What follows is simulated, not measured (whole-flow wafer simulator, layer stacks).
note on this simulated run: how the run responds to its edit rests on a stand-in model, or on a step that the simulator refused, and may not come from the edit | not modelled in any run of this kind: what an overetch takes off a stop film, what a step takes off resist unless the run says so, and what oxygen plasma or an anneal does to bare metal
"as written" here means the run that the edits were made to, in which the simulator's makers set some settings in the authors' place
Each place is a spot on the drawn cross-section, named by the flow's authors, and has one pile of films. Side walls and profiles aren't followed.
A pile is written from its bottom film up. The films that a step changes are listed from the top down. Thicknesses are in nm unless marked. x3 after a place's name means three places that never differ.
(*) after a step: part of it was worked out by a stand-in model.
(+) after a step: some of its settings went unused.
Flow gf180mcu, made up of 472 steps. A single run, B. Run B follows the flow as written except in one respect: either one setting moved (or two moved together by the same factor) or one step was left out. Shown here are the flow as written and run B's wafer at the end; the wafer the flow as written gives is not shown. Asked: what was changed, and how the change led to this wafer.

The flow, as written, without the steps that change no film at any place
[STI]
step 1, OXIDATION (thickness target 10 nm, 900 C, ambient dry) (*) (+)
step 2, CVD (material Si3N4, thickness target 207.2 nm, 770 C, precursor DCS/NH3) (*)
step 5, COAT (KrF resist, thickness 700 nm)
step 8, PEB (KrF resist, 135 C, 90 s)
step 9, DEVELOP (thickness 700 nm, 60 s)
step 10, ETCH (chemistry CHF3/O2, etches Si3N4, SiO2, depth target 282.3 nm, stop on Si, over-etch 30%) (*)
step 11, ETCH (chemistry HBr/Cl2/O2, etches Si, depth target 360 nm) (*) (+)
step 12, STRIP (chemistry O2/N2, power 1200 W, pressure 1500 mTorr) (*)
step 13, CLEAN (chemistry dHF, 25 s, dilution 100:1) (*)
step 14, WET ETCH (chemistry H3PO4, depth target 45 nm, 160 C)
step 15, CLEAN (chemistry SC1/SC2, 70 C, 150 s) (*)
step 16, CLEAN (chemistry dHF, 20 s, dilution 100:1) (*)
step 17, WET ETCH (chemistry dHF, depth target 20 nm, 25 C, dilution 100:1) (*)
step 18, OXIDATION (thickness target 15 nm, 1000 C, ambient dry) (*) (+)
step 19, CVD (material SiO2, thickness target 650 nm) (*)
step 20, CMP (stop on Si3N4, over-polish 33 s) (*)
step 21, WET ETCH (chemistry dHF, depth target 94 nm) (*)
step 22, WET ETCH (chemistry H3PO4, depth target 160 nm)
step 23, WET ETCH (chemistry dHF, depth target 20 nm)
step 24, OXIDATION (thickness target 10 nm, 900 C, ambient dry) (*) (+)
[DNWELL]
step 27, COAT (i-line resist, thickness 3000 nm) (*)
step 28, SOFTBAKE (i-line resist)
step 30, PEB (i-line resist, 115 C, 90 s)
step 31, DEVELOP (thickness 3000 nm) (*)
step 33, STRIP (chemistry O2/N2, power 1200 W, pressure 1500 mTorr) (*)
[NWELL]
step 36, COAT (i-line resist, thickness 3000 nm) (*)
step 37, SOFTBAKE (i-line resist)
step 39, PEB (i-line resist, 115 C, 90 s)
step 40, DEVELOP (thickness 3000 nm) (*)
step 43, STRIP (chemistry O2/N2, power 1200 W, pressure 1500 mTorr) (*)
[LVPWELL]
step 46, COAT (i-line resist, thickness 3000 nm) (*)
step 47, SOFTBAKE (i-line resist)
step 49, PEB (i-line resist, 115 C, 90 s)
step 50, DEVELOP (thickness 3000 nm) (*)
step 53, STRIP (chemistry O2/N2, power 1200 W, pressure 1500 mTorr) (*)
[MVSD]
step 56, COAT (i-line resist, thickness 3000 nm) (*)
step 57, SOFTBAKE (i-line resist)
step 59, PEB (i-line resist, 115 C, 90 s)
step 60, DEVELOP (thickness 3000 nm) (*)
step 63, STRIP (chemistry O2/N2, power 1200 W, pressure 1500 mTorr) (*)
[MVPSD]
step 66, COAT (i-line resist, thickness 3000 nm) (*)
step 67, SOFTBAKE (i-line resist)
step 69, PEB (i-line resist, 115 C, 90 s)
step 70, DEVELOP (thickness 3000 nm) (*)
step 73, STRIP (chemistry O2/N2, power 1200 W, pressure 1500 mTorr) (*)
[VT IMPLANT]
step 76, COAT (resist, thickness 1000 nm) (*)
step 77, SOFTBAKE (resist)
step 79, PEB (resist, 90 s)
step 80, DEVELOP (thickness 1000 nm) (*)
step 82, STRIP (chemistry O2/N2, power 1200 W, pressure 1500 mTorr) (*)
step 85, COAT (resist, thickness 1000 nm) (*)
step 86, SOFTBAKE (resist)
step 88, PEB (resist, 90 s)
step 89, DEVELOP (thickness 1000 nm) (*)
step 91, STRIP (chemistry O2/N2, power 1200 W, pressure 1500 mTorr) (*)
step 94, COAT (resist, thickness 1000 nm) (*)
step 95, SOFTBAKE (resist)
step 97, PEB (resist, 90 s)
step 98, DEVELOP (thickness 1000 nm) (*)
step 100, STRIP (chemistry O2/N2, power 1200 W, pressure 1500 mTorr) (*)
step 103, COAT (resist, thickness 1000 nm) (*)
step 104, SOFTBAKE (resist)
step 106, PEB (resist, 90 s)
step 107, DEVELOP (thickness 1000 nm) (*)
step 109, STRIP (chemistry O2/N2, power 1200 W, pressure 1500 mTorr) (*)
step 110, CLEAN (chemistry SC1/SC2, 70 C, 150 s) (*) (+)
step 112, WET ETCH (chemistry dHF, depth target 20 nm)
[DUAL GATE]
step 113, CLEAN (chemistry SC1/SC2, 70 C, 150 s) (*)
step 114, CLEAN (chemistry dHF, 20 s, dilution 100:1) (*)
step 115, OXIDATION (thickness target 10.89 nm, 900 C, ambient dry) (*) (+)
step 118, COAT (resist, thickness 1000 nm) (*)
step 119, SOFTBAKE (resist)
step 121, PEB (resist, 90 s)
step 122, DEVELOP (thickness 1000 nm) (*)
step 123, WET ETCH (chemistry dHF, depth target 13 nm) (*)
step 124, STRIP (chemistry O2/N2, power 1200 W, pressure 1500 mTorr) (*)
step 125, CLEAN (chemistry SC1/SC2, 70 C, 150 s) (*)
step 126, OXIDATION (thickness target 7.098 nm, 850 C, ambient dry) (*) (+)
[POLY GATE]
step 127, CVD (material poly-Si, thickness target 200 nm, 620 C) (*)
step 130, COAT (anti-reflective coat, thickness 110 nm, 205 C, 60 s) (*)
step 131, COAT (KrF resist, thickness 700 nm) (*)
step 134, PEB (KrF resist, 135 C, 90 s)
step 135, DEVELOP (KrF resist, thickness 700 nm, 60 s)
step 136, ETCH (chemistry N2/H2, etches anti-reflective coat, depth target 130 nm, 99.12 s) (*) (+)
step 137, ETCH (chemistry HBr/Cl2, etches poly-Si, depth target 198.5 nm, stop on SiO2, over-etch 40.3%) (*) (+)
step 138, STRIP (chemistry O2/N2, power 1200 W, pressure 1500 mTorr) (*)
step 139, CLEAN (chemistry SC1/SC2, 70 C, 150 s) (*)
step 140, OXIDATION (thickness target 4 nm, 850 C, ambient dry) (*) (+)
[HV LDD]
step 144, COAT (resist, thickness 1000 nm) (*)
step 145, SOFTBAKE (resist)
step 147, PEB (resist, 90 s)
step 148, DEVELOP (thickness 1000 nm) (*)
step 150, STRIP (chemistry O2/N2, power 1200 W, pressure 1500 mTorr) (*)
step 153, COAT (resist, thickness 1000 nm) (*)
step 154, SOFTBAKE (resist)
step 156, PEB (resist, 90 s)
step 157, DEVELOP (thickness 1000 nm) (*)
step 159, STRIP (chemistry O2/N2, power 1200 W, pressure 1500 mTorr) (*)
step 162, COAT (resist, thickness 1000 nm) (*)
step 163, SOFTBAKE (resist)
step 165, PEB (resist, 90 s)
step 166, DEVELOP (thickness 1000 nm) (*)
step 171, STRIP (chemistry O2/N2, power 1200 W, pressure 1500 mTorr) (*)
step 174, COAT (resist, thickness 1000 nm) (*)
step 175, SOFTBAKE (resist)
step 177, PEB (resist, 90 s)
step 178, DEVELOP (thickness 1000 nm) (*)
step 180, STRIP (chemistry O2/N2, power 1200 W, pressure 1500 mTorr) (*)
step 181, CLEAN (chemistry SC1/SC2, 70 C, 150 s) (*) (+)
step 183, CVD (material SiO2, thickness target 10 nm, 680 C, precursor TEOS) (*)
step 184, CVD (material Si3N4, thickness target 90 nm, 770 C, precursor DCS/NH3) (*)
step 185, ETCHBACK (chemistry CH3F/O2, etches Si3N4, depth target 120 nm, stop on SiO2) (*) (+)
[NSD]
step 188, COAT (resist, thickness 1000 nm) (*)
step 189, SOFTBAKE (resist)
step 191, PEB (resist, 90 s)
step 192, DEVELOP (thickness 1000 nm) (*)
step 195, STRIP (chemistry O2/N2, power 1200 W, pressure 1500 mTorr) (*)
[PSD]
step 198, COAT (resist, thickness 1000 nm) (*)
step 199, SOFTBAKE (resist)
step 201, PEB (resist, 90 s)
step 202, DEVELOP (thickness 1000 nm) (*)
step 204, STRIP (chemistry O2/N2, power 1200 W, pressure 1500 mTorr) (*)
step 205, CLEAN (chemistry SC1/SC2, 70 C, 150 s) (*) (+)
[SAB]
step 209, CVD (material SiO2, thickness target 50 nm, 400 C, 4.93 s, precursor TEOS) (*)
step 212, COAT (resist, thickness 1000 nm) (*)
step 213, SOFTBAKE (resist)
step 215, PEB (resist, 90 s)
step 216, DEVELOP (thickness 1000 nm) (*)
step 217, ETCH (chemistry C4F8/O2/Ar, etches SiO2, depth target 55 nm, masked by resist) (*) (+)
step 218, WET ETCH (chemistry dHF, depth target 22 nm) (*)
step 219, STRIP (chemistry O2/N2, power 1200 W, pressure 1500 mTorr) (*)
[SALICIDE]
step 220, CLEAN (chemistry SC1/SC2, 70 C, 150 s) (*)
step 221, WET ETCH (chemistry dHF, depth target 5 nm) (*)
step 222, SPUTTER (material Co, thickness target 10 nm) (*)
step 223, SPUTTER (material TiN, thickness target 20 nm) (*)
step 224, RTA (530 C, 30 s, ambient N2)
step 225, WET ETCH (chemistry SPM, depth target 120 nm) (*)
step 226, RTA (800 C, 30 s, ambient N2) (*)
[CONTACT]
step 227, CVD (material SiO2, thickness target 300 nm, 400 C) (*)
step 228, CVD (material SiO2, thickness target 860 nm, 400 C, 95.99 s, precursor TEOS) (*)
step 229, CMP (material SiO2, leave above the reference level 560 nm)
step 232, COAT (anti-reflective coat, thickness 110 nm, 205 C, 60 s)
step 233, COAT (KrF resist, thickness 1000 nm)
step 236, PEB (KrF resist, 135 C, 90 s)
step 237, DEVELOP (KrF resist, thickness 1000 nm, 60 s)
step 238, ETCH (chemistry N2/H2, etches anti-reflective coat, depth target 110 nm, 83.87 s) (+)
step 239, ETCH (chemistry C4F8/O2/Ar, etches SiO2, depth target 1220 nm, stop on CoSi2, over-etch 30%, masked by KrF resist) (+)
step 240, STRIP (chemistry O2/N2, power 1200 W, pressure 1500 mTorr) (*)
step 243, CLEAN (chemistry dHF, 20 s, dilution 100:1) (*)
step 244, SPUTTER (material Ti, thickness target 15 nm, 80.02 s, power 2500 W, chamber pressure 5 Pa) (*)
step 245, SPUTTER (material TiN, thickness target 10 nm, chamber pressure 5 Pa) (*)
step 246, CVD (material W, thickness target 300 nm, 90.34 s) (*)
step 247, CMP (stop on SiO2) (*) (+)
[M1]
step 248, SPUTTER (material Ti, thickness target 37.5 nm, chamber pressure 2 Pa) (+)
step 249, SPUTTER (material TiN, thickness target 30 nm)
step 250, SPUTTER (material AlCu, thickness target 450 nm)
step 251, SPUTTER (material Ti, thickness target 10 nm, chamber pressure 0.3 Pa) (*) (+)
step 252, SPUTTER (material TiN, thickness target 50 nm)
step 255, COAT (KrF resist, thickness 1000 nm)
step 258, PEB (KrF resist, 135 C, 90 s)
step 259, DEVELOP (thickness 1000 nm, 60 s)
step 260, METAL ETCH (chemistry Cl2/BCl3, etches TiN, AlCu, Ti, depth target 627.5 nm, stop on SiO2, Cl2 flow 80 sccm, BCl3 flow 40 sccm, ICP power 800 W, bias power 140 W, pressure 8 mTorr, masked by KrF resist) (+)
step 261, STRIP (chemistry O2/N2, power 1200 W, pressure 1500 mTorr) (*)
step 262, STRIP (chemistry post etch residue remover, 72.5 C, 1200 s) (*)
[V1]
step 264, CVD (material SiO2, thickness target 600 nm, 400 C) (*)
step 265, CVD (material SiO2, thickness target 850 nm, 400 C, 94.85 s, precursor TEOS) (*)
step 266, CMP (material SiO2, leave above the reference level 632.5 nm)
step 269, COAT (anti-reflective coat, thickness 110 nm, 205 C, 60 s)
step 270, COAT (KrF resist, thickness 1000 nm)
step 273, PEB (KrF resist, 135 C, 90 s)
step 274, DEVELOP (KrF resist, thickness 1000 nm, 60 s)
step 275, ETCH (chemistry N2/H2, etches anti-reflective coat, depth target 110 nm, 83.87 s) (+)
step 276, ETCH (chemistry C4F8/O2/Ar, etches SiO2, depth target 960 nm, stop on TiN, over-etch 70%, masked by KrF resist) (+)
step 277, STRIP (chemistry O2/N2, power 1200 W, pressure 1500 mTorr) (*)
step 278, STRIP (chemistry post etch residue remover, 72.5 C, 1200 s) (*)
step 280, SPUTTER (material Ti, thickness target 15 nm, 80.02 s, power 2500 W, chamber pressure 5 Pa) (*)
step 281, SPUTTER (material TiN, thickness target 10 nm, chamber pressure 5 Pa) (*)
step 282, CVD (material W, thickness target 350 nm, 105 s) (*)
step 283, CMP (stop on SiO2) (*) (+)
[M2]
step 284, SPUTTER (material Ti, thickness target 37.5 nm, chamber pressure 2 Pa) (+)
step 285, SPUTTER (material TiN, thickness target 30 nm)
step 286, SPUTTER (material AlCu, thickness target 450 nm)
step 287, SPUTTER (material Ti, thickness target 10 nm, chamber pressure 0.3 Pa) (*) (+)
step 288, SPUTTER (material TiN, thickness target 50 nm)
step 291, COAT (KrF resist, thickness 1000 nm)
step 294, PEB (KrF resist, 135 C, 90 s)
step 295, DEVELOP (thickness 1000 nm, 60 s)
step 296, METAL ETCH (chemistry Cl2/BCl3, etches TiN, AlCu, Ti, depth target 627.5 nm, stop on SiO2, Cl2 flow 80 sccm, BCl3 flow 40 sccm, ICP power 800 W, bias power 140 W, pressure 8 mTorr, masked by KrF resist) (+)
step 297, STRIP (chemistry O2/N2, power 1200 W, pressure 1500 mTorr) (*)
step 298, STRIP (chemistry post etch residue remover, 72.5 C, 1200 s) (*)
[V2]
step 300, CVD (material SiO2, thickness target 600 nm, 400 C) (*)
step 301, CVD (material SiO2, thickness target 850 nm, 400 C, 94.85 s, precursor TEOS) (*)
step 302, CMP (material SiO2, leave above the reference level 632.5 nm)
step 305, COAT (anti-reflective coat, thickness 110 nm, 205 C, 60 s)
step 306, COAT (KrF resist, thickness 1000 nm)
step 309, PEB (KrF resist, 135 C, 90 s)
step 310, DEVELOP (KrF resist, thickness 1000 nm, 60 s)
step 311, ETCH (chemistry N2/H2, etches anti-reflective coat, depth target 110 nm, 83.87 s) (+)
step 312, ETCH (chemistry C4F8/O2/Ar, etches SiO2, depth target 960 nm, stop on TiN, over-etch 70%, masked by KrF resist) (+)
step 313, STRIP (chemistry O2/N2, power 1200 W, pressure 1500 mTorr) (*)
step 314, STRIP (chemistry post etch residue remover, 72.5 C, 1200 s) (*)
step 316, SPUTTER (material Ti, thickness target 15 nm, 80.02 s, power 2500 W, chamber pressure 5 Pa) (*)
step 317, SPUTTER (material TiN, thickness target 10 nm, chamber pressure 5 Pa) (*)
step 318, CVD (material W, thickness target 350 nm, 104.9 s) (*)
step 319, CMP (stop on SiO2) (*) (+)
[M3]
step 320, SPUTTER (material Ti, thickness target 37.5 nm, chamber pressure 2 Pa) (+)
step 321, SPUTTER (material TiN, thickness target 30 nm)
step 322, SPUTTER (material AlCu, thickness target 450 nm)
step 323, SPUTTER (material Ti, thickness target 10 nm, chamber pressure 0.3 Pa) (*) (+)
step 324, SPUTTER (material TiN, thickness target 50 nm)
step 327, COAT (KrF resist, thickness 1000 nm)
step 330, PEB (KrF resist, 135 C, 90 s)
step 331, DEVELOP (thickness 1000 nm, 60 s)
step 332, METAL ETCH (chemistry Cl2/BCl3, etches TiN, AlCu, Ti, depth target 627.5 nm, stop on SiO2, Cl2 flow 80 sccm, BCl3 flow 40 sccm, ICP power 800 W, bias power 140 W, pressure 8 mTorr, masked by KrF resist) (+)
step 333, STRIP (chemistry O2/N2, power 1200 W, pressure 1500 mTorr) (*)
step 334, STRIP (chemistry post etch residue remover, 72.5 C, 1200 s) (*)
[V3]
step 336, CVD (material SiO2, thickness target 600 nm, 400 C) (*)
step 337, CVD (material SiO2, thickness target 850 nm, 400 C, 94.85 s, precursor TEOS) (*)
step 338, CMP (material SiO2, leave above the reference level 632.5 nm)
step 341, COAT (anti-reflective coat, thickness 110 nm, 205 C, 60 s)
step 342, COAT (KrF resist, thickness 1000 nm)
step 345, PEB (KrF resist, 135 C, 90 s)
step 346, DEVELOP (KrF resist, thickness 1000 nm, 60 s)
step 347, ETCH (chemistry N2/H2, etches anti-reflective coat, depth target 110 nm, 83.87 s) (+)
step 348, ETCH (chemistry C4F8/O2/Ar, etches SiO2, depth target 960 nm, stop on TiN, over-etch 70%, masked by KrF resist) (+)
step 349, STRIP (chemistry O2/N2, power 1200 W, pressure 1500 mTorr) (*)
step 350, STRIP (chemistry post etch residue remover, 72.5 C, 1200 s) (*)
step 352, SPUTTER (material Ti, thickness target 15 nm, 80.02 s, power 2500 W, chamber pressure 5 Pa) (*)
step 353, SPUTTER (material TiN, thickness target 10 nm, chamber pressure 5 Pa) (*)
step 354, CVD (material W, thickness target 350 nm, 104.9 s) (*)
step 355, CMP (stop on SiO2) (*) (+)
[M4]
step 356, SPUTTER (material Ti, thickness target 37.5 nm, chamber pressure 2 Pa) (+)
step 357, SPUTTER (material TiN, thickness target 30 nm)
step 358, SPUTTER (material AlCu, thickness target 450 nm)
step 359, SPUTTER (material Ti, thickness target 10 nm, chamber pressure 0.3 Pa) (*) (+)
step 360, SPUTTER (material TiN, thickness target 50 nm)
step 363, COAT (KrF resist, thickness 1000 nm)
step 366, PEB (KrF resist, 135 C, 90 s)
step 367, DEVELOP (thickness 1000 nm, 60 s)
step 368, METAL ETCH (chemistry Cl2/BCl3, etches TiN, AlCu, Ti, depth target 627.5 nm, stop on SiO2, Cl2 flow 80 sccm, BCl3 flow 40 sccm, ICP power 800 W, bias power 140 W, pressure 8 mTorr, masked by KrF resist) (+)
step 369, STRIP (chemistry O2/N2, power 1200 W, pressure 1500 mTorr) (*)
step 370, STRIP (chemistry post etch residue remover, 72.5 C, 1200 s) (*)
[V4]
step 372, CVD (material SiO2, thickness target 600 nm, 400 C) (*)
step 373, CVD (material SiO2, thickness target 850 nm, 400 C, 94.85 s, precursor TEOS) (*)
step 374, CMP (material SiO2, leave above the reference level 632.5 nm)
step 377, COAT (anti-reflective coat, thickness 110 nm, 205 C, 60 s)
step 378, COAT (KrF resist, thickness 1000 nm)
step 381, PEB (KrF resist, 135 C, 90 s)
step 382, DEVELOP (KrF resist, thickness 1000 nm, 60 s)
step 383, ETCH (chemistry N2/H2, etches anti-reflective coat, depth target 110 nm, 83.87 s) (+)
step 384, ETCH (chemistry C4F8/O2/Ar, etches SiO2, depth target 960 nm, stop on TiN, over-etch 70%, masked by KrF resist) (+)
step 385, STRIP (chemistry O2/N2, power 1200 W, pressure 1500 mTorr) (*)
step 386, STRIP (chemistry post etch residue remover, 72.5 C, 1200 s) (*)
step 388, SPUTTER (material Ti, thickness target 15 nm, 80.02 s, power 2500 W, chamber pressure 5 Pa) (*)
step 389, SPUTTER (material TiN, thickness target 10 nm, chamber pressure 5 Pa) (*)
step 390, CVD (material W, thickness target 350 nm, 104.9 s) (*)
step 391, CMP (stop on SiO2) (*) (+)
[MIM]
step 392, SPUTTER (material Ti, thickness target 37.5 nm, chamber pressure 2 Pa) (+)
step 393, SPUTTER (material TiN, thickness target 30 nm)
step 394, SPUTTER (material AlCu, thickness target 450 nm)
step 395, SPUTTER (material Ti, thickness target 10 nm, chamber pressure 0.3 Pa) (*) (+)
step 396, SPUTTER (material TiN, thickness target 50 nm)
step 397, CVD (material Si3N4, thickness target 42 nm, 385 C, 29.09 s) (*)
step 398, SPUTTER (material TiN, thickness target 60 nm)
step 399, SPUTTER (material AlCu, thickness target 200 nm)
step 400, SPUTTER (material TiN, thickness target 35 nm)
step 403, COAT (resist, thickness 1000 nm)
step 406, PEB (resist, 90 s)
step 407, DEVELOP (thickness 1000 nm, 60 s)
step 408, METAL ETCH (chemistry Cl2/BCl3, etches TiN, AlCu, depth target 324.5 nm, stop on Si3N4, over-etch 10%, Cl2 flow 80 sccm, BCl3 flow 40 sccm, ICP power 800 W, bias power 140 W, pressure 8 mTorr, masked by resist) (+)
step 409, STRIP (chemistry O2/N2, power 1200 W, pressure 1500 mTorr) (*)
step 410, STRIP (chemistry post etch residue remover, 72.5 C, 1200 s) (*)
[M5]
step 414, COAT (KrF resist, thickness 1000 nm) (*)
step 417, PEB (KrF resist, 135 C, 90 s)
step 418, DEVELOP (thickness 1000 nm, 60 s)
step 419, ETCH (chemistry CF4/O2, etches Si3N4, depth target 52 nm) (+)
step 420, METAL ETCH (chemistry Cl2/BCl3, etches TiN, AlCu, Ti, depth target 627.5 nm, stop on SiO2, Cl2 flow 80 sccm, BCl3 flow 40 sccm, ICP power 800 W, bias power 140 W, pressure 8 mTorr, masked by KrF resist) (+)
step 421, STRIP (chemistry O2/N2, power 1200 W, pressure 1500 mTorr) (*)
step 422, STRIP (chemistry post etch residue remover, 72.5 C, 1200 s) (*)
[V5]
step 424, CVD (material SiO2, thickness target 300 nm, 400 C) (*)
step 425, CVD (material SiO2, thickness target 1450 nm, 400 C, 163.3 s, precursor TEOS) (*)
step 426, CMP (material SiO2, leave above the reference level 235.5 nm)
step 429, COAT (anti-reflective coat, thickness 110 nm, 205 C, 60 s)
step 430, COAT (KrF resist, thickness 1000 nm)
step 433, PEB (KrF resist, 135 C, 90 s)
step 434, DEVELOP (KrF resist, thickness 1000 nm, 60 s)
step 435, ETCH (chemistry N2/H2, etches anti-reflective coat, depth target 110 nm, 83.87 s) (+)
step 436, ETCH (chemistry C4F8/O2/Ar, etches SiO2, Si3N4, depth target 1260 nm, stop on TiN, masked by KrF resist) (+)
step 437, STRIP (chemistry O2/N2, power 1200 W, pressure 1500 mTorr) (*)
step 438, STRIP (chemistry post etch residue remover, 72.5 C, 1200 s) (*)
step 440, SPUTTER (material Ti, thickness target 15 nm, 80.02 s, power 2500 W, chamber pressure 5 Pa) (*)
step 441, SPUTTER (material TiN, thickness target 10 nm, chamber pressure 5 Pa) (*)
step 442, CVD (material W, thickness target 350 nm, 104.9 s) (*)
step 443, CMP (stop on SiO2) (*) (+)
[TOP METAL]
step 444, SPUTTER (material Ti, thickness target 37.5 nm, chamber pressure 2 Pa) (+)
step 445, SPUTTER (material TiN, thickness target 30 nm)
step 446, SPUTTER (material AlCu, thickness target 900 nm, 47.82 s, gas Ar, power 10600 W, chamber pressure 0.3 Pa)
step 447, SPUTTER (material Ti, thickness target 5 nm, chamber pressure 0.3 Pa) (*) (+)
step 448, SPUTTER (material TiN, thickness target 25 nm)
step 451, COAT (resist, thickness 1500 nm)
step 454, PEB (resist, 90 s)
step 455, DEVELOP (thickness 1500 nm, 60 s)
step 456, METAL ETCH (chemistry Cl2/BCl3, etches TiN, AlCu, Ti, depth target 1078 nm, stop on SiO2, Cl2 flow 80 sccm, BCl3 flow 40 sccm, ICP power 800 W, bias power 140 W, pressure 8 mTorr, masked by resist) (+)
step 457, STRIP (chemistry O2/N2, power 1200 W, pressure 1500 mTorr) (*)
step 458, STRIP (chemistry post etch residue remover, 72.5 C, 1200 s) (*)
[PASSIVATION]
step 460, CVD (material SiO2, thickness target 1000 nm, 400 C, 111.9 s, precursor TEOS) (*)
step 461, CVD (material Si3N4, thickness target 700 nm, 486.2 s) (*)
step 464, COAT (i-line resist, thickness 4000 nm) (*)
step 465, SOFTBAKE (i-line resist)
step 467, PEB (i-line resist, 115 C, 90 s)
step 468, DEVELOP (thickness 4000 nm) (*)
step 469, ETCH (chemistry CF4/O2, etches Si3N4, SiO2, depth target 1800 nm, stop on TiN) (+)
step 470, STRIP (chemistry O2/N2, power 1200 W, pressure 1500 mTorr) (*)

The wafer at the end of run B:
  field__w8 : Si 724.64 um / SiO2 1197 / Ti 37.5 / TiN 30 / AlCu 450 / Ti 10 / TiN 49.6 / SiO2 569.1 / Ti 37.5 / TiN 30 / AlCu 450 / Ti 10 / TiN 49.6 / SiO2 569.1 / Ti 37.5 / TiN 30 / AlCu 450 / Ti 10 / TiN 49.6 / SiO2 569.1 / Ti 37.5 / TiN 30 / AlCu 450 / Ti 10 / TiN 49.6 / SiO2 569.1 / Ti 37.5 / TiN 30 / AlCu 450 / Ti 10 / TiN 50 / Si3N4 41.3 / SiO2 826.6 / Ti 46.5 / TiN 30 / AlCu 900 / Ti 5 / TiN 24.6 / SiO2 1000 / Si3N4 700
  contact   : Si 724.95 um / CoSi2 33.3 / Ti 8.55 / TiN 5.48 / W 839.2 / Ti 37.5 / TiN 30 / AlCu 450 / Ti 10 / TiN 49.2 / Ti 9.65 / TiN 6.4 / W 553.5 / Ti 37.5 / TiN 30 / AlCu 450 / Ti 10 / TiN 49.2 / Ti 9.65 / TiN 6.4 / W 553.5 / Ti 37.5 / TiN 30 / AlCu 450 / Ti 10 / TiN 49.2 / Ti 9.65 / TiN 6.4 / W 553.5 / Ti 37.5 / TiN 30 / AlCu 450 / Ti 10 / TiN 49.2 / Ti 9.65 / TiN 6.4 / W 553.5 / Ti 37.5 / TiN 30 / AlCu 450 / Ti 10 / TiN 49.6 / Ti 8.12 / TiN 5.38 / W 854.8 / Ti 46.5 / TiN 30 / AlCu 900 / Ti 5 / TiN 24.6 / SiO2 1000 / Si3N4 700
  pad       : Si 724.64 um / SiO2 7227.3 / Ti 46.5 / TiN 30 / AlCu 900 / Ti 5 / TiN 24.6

Cause: step 444, SPUTTER: thickness target 46.5 nm was run, while the flow as written has thickness target 37.5 nm.
One can read it off the wafer: field__w8 has Ti 46.5, and step 444 as written asks for 37.5 nm.

Step by step, how the change led to this:
  step 444, SPUTTER (material Ti, thickness target 37.5 nm, chamber pressure 2 Pa) (+)
      field, field__w1, field__w2 and 109 more: Ti gains 46.5 (new film) (in the flow as written it would be: Ti gains 37.5 (new film))
  step 456, METAL ETCH (chemistry Cl2/BCl3, etches TiN, AlCu, Ti, depth target 1078 nm, stop on SiO2, Cl2 flow 80 sccm, BCl3 flow 40 sccm, ICP power 800 W, bias power 140 W, pressure 8 mTorr, masked by resist) (+)
      field, field__w1, field__w2 and 103 more: TiN loses 25 (all of it), Ti loses 5 (all of it), AlCu loses 900 (all of it), TiN loses 30 (all of it), Ti loses 46.5 (all of it) (in the flow as written it would be: TiN loses 25 (all of it), Ti loses 5 (all of it), AlCu loses 900 (all of it), TiN loses 30 (all of it), Ti loses 37.5 (all of it))
  step 465, SOFTBAKE (i-line resist)
      field__w5, field__w9: i-line resist gains 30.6 (in the flow as written it would be: i-line resist gains 37.3)
      field__w11, field__w13: i-line resist gains 31.7 (in the flow as written it would be: i-line resist gains 37.9)
      (also at 56 further places)
